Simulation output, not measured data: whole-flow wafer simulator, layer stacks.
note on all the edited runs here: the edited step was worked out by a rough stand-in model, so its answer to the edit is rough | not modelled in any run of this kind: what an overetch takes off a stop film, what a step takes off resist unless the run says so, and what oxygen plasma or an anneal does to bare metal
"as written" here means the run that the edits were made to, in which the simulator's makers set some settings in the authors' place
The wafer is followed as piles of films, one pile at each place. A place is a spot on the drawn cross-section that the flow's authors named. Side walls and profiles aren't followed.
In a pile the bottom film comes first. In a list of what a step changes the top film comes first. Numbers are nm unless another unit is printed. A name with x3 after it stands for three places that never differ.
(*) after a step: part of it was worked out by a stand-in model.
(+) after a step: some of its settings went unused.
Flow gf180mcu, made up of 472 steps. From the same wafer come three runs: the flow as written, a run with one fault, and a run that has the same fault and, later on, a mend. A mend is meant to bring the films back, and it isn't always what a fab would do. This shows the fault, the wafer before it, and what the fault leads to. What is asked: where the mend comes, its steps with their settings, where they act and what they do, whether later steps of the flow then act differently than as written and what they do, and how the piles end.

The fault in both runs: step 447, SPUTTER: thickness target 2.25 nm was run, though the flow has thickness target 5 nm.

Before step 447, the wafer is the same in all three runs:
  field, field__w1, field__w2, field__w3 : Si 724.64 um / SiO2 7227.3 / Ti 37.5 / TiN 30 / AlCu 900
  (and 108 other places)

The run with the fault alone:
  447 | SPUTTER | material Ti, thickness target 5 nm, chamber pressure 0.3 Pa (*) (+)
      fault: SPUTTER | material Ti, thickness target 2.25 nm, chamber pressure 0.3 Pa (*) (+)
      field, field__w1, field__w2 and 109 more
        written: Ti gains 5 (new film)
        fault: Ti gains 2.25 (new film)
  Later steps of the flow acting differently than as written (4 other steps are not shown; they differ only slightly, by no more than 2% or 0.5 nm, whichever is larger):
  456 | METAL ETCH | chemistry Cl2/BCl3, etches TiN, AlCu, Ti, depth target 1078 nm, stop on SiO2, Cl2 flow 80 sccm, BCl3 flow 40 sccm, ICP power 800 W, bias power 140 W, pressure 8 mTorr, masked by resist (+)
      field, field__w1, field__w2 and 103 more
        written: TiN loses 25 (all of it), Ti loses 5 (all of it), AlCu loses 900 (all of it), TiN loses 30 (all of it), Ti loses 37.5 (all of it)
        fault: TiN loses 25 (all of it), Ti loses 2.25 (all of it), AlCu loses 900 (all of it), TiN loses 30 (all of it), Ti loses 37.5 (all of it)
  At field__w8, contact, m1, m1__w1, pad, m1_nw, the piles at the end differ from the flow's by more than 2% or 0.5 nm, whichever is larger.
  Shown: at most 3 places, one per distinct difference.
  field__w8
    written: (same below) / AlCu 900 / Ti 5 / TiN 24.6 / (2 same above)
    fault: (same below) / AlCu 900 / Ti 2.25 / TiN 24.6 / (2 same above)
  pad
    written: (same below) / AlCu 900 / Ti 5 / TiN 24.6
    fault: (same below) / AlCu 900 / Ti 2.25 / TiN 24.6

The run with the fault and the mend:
  The mend stands after step 447.
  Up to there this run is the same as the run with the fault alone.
  447a | SPUTTER | material Ti, thickness target 2.75 nm, chamber pressure 0.3 Pa (*) (+) (the flow's step 447 again, with other settings)
      field, field__w1, field__w2 and 109 more
        Ti gains 2.75
  Later steps of the flow that are run all act as written at every place that is followed.
  At every place that both follow, the piles at the end match the flow's.
